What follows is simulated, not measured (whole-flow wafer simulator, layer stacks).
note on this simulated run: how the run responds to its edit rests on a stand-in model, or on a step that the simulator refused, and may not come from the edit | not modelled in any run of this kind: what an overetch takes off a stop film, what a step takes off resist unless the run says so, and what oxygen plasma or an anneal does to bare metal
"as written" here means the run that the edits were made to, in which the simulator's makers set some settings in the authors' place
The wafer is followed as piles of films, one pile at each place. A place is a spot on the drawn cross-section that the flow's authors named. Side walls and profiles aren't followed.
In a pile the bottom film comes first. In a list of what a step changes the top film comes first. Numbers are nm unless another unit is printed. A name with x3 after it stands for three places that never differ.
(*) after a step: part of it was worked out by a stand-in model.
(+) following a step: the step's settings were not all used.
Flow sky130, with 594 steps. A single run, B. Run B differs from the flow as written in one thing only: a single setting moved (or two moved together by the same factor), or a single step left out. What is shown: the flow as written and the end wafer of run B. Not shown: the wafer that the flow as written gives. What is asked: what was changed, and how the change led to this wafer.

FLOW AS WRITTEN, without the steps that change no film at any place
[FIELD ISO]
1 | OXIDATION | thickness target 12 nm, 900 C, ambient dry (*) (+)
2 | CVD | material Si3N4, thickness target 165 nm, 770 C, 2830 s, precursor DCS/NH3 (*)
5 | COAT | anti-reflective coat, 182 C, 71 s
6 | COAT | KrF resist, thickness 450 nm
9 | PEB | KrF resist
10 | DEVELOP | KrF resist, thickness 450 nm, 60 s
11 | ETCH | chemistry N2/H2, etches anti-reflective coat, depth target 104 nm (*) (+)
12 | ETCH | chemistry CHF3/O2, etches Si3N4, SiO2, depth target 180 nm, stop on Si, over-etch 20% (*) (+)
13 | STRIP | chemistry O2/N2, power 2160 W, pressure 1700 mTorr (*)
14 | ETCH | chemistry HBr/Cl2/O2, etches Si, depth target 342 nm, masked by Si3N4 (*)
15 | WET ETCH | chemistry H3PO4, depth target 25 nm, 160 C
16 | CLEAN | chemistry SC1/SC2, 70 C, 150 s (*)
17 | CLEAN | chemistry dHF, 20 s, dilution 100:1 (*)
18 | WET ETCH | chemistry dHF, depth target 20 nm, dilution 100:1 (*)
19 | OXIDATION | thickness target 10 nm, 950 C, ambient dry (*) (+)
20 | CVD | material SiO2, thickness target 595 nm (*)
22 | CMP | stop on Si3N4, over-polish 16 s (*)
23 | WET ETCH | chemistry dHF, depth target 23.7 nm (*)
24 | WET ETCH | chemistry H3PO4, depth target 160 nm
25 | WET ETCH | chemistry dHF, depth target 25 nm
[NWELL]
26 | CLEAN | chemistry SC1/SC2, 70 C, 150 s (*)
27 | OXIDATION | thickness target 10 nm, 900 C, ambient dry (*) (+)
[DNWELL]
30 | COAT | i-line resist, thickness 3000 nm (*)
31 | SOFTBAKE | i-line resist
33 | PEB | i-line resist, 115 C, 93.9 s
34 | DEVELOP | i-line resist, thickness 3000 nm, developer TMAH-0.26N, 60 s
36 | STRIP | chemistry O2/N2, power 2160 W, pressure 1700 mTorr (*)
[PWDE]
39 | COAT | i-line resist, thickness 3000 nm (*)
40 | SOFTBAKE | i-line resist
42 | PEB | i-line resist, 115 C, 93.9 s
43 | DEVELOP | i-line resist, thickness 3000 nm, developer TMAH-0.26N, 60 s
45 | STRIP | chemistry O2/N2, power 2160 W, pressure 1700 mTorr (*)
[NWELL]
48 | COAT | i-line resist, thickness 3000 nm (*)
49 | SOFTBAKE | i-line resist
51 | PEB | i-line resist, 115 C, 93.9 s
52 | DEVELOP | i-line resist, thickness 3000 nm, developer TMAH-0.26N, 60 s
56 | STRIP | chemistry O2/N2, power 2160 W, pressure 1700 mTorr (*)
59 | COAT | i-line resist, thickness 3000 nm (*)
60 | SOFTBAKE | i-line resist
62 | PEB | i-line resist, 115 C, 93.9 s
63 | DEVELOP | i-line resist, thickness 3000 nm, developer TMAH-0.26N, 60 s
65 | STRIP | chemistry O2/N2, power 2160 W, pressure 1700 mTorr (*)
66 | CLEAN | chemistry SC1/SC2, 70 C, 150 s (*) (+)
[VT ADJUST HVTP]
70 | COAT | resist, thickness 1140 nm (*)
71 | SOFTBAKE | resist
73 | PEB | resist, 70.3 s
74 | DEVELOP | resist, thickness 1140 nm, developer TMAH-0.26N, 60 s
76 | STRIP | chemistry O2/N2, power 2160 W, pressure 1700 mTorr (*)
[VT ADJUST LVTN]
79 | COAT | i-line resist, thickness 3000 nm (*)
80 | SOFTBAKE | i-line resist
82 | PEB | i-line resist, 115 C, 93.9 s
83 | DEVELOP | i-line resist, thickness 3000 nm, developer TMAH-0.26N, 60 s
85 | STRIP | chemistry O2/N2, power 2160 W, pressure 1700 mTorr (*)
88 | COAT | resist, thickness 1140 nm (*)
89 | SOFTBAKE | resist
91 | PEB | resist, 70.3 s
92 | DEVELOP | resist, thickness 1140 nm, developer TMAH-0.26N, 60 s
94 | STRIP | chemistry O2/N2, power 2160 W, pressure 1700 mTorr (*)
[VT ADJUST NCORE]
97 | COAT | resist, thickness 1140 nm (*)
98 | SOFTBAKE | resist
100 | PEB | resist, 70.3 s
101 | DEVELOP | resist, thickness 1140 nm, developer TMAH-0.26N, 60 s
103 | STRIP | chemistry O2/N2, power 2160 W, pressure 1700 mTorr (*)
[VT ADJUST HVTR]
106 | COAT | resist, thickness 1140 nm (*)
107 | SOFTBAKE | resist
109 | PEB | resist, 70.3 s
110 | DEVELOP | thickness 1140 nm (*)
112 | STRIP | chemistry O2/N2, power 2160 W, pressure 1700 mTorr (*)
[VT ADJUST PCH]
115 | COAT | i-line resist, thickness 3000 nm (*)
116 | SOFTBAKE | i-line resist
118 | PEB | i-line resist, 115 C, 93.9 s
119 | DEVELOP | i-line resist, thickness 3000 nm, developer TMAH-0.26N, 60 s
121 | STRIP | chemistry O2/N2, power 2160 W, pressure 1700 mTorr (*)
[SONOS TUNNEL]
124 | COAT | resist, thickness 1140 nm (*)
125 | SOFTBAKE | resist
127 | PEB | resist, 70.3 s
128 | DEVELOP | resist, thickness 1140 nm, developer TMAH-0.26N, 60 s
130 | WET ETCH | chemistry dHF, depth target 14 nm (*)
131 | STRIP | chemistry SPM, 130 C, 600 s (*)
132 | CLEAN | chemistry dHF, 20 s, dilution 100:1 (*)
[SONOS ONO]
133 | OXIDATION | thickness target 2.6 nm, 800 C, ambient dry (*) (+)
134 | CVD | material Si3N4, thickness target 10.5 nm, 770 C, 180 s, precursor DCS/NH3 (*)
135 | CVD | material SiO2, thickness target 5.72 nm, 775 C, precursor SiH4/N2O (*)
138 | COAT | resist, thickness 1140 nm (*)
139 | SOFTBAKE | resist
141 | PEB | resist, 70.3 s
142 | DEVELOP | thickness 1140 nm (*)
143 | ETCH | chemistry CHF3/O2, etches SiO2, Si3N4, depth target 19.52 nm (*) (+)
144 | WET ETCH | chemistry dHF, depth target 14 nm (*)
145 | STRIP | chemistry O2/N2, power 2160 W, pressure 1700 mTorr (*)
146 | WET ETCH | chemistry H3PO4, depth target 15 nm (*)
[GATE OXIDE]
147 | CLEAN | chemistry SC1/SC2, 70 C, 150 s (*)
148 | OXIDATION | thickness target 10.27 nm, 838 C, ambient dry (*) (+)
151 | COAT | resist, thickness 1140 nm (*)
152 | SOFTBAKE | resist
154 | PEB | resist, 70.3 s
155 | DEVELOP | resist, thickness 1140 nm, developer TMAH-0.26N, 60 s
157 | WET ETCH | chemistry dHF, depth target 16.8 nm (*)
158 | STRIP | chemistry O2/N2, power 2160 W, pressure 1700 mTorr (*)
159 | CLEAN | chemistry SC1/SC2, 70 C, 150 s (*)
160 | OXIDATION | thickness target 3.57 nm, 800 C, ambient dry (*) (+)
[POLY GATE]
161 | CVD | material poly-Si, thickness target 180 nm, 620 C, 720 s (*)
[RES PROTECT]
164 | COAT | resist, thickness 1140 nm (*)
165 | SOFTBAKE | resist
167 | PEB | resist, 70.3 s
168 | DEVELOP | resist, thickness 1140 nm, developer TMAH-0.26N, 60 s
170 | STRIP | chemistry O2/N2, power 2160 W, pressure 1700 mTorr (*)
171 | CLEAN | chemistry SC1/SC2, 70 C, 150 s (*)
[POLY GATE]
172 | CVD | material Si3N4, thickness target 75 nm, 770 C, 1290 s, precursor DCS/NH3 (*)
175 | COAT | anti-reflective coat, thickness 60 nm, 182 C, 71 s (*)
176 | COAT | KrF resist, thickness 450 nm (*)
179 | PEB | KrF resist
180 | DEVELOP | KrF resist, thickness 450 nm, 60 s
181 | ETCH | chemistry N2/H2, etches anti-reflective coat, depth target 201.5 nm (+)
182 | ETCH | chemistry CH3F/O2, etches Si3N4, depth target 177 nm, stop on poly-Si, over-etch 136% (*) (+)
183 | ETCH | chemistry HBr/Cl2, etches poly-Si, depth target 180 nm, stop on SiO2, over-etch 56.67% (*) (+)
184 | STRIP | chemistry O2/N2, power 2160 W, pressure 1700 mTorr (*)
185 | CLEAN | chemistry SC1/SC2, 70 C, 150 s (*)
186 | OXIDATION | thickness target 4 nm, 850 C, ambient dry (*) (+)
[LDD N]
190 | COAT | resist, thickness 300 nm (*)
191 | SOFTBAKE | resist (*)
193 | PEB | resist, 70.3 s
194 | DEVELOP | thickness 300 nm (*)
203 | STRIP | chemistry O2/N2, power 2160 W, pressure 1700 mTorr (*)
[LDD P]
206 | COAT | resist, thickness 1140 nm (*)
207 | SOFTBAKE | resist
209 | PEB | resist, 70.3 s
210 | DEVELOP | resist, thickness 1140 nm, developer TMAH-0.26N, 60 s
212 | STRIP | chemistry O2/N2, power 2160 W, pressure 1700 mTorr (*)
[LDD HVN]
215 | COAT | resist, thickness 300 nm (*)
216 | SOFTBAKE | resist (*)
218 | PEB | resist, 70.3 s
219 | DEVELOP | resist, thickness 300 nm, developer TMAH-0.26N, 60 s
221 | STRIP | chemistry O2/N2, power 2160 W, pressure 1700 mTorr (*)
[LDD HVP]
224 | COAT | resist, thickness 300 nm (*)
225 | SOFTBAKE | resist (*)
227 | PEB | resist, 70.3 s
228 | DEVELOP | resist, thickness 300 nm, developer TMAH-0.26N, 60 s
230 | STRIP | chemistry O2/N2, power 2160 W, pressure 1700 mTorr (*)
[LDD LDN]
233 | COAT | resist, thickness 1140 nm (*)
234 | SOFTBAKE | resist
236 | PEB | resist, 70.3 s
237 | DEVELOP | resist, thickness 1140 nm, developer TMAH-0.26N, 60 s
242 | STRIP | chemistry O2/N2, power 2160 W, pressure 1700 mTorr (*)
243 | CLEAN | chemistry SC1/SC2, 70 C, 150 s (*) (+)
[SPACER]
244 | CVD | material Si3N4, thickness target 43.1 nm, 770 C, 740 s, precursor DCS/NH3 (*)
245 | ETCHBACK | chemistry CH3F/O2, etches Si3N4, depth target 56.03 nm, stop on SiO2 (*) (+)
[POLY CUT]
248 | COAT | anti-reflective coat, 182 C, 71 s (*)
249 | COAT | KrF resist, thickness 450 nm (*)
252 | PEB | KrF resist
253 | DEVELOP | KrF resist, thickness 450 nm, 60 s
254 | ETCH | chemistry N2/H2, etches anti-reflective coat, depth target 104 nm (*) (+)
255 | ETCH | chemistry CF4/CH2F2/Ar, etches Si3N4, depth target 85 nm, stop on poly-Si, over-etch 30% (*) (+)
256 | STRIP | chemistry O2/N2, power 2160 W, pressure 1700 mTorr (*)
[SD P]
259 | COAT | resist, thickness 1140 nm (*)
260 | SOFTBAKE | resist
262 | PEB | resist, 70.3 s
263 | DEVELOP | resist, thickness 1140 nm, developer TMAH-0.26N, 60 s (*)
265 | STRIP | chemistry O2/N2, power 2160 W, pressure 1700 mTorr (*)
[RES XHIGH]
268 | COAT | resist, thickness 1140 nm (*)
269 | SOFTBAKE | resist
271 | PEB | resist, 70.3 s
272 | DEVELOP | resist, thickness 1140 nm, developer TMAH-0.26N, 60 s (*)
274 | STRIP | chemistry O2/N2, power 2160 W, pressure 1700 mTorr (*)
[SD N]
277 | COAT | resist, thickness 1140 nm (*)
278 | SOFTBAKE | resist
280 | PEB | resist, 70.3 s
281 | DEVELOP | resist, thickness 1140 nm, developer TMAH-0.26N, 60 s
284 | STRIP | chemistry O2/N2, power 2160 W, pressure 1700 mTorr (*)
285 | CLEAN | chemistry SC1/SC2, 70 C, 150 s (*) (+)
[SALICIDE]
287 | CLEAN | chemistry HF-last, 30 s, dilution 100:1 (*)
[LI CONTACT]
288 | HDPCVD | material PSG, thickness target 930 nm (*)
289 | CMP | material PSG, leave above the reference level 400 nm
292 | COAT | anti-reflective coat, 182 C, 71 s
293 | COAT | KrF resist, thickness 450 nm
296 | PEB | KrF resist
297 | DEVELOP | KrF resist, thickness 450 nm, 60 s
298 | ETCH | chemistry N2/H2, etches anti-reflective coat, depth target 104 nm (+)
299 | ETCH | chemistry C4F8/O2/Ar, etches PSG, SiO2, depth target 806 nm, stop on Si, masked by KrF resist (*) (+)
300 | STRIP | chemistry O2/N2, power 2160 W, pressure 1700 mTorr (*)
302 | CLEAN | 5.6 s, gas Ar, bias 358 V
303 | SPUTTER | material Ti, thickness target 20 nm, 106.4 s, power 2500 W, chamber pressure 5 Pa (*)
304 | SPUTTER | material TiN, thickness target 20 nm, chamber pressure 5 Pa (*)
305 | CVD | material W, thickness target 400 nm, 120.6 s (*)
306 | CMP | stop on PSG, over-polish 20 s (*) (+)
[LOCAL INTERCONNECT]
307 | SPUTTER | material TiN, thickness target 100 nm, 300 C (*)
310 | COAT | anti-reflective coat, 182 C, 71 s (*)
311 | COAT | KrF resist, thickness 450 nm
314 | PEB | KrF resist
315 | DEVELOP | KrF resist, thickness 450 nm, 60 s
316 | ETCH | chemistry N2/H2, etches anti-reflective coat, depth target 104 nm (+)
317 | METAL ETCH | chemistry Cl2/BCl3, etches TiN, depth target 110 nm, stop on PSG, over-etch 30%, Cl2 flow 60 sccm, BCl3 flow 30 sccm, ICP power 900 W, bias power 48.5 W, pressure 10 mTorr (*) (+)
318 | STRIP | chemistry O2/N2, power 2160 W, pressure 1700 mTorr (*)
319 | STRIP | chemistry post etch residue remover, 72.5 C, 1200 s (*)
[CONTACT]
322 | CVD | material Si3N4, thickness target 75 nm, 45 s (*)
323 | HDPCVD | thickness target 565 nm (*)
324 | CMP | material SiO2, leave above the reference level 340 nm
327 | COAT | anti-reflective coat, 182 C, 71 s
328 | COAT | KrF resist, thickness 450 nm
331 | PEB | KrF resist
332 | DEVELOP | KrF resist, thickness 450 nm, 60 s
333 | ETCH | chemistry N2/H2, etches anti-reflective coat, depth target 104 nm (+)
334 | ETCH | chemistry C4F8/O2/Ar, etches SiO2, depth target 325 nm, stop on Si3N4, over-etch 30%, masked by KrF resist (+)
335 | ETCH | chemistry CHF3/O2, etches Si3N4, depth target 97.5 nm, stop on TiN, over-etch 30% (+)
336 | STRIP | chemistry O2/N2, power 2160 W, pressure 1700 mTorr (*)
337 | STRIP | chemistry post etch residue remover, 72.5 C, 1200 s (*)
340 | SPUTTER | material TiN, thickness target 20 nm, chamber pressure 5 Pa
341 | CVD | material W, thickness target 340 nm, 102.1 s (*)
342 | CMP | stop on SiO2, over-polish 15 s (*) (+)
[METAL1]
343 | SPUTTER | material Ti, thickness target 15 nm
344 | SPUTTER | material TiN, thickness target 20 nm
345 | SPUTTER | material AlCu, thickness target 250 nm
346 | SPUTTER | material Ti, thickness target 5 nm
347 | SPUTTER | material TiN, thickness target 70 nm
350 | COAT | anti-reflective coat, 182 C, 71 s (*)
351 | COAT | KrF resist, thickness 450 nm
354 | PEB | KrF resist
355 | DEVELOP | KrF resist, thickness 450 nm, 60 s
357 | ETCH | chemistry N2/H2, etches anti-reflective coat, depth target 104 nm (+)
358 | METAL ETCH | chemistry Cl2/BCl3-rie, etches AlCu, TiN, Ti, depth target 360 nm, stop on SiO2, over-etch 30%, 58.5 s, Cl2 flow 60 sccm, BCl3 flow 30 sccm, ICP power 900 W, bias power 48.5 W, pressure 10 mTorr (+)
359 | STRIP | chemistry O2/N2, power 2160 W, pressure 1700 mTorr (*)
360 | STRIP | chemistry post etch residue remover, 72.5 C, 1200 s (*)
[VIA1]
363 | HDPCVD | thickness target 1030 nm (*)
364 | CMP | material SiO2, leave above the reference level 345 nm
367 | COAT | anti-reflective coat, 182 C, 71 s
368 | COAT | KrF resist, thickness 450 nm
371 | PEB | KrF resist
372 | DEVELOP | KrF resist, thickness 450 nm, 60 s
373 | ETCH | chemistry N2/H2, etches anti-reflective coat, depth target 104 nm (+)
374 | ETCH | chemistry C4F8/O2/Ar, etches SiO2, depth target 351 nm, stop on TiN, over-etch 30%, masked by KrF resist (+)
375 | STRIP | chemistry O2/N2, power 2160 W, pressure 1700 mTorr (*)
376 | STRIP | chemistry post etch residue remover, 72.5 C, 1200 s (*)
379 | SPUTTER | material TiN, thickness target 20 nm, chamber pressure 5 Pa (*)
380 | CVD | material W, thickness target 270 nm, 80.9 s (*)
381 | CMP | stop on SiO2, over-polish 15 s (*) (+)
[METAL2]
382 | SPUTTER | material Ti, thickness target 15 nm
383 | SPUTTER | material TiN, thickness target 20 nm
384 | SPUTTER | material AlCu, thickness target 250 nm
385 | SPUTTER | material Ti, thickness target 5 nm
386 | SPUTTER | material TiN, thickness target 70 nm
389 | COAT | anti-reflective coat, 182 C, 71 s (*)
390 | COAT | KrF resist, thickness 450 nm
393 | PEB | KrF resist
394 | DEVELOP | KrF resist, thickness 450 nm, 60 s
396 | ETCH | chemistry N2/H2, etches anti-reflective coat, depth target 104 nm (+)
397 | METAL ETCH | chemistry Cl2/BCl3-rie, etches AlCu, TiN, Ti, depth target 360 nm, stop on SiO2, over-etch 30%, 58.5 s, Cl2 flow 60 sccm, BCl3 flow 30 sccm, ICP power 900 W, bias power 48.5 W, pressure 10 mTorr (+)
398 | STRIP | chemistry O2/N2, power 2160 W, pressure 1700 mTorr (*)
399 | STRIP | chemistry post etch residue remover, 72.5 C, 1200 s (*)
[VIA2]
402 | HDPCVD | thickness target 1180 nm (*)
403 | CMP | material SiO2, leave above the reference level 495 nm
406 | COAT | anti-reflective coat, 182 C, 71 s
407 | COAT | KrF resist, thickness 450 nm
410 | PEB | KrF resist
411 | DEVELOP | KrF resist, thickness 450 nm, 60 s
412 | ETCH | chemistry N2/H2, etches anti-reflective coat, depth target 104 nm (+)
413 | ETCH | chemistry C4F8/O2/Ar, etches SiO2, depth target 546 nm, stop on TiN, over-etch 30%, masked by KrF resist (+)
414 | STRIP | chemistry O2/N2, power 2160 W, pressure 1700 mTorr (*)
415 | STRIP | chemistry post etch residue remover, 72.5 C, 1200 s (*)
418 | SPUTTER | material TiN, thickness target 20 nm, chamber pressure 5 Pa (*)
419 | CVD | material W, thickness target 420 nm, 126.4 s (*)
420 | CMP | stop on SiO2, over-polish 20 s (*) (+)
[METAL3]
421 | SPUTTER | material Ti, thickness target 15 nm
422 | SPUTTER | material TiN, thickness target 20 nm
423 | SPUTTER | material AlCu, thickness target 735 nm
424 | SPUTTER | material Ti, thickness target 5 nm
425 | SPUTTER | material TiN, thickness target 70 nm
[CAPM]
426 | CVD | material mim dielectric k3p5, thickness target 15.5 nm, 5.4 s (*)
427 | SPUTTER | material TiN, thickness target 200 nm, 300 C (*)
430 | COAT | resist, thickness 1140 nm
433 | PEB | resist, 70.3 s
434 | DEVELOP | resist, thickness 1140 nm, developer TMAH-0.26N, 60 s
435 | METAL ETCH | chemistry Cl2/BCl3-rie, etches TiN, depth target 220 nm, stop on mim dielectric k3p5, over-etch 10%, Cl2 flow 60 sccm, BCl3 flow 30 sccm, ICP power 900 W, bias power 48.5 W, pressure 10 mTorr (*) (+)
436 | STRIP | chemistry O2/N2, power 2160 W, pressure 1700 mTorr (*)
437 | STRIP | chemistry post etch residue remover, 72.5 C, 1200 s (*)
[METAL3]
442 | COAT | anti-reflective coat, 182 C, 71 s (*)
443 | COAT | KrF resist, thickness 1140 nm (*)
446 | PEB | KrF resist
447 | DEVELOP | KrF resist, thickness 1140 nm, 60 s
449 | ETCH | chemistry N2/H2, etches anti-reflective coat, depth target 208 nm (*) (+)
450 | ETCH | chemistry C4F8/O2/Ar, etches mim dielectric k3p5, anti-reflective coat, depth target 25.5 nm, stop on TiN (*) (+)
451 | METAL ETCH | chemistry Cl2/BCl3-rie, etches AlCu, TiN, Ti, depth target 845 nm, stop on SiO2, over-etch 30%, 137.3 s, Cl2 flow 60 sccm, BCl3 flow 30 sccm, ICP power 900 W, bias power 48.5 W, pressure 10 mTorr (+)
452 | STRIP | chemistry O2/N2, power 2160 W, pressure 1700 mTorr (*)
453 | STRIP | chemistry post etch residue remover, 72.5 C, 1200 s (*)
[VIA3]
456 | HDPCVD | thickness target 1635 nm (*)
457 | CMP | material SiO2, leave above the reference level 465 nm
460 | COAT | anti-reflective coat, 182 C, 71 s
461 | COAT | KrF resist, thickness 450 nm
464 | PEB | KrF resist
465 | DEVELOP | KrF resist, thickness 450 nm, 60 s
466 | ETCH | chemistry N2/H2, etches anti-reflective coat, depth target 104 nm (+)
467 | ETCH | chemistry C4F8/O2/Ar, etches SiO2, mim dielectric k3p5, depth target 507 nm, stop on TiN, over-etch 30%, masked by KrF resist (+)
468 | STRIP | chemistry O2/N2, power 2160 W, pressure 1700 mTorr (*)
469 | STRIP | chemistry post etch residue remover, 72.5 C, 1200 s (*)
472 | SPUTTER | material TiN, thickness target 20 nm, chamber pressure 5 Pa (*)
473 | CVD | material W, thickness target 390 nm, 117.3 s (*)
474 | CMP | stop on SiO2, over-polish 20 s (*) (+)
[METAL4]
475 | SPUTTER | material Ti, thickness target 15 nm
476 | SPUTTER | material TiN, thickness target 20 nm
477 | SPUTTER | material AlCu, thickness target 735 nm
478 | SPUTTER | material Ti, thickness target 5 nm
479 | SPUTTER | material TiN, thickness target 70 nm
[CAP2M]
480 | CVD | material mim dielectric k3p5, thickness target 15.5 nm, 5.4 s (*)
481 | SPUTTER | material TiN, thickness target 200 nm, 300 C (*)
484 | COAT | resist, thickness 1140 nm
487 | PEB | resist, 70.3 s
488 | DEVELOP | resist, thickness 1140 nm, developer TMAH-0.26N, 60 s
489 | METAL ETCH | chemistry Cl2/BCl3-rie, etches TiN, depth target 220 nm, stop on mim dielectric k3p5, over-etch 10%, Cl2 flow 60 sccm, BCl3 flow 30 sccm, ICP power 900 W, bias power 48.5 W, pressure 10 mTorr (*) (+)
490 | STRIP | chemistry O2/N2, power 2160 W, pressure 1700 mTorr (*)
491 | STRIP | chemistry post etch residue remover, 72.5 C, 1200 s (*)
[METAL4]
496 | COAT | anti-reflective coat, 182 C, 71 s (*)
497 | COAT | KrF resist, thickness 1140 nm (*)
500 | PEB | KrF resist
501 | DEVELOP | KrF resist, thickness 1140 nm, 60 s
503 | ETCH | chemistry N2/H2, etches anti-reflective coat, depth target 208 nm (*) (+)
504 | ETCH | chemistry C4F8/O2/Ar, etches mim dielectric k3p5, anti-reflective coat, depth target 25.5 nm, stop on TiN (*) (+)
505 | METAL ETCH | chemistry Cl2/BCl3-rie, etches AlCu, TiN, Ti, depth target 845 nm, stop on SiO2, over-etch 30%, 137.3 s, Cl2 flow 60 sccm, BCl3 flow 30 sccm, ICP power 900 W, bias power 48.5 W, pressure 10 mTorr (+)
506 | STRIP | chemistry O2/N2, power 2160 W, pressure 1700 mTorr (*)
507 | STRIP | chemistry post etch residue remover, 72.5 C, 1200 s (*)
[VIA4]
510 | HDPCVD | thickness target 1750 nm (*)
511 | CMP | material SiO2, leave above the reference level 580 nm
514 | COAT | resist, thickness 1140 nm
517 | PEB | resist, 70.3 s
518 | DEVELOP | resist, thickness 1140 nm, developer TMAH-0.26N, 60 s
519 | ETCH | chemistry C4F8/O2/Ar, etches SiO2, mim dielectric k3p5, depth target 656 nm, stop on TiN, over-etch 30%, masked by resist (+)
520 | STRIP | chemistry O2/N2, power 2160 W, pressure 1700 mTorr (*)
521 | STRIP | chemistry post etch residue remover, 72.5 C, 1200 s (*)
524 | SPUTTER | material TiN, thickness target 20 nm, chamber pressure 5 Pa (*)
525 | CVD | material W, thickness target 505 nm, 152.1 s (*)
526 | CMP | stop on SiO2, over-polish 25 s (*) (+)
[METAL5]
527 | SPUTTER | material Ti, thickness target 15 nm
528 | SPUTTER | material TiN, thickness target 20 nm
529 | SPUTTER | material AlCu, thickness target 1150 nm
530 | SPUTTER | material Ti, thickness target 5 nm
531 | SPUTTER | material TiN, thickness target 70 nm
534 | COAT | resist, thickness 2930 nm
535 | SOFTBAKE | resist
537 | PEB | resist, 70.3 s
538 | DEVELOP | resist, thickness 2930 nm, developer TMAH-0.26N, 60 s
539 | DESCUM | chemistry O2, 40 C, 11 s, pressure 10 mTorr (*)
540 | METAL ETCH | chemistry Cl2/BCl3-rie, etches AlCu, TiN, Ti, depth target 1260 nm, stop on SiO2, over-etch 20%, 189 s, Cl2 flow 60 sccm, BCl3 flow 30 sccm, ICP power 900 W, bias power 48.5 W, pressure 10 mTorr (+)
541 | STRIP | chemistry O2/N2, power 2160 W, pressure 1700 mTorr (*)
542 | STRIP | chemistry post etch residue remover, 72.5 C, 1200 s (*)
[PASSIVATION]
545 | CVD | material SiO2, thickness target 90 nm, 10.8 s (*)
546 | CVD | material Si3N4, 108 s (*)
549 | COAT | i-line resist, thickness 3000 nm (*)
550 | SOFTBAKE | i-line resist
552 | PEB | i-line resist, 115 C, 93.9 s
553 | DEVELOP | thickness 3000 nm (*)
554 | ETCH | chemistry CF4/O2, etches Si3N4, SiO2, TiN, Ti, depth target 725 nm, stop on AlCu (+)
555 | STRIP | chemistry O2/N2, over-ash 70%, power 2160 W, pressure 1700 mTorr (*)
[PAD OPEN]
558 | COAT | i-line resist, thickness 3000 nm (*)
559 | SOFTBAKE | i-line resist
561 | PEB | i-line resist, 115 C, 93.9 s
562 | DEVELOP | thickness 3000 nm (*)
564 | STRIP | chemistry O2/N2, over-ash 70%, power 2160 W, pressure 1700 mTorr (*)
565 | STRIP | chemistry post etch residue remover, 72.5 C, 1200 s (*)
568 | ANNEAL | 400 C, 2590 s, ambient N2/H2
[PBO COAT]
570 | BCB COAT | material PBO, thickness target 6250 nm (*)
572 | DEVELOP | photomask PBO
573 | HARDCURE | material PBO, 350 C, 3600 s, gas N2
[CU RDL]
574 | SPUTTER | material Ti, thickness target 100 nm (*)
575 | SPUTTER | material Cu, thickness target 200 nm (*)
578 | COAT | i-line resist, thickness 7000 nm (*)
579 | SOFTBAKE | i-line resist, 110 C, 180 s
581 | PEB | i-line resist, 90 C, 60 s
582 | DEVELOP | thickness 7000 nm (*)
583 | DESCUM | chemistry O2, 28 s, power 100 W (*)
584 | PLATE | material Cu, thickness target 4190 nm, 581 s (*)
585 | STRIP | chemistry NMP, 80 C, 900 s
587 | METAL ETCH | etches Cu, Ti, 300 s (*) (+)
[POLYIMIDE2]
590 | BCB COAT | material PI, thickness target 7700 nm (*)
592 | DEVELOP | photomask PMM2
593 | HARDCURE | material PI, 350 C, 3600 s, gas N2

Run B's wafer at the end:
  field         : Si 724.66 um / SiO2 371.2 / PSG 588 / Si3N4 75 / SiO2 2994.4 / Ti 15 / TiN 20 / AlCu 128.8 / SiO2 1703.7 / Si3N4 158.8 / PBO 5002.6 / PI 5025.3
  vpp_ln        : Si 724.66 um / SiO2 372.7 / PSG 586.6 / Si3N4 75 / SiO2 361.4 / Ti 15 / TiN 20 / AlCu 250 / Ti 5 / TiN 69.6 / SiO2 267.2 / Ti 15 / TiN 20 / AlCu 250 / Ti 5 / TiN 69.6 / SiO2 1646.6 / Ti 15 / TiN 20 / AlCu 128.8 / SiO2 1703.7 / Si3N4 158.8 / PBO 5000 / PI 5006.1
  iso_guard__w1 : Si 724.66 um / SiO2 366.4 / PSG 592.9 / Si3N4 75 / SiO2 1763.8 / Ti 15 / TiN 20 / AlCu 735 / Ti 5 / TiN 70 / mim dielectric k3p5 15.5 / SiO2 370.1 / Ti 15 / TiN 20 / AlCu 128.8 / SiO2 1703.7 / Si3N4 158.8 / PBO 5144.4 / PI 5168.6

The reason: step 477, SPUTTER: thickness target 1158 nm was run, whereas the flow has thickness target 735 nm.

The path from the change to this, step by step:
  477 | SPUTTER | material AlCu, thickness target 735 nm
      field, active, n_well and 189 more: AlCu gains 1158 (new film) (it would be, as written: AlCu gains 735 (new film))
  505 | METAL ETCH | chemistry Cl2/BCl3-rie, etches AlCu, TiN, Ti, depth target 845 nm, stop on SiO2, over-etch 30%, 137.3 s, Cl2 flow 60 sccm, BCl3 flow 30 sccm, ICP power 900 W, bias power 48.5 W, pressure 10 mTorr (+)
      field, gate, spacer and 68 more: TiN loses 70 (all of it), Ti loses 5 (all of it), AlCu loses 1023.5 (it would be, as written: TiN loses 70 (all of it), Ti loses 5 (all of it), AlCu loses 735 (all of it), TiN loses 20 (all of it), Ti loses 15 (all of it), SiO2 loses 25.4)
      active, vpp_iso1, mim_edge_plate and 14 more: TiN loses 70 (all of it), Ti loses 5 (all of it), AlCu loses 1023.5 (it would be, as written: TiN loses 70 (all of it), Ti loses 5 (all of it), AlCu loses 735 (all of it), TiN loses 20 (all of it), Ti loses 15 (all of it), SiO2 loses 25.3)
  507 | STRIP | chemistry post etch residue remover, 72.5 C, 1200 s (*)
      field, active, gate and 85 more: AlCu loses 5.72 (it would be, as written: nothing)
  510 | HDPCVD | thickness target 1750 nm (*)
      field, active, gate and 85 more: SiO2 gains 1750 (new film) (it would be, as written: SiO2 gains 1750)
  511 | CMP | material SiO2, leave above the reference level 580 nm
      field, active, gate and 77 more: SiO2 loses 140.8 (it would be, as written: SiO2 loses 374.7)
      iso_guard__w1, mim_edge_gap, vpp_l1ln, vpp_m3ln, rpm_encl, via2_enc, rpm_encl_psd, iso_guard_nsd_tip: SiO2 loses 140.8 (it would be, as written: SiO2 loses 374.6)
With metal films that touch counted as one body, field has 1 body; the flow as written gives 0 bodies.
With metal films that touch counted as one body, vpp_ln has 3 bodies (between them, from the top down: SiO2 1646.6; SiO2 267.2); the flow as written gives 2 bodies (between them, from the top down: SiO2 267.2).
With metal films that touch counted as one body, iso_guard__w1 has 2 bodies (between them, from the top down: SiO2 370.1 / mim dielectric k3p5 15.5); the flow as written gives 1 body.
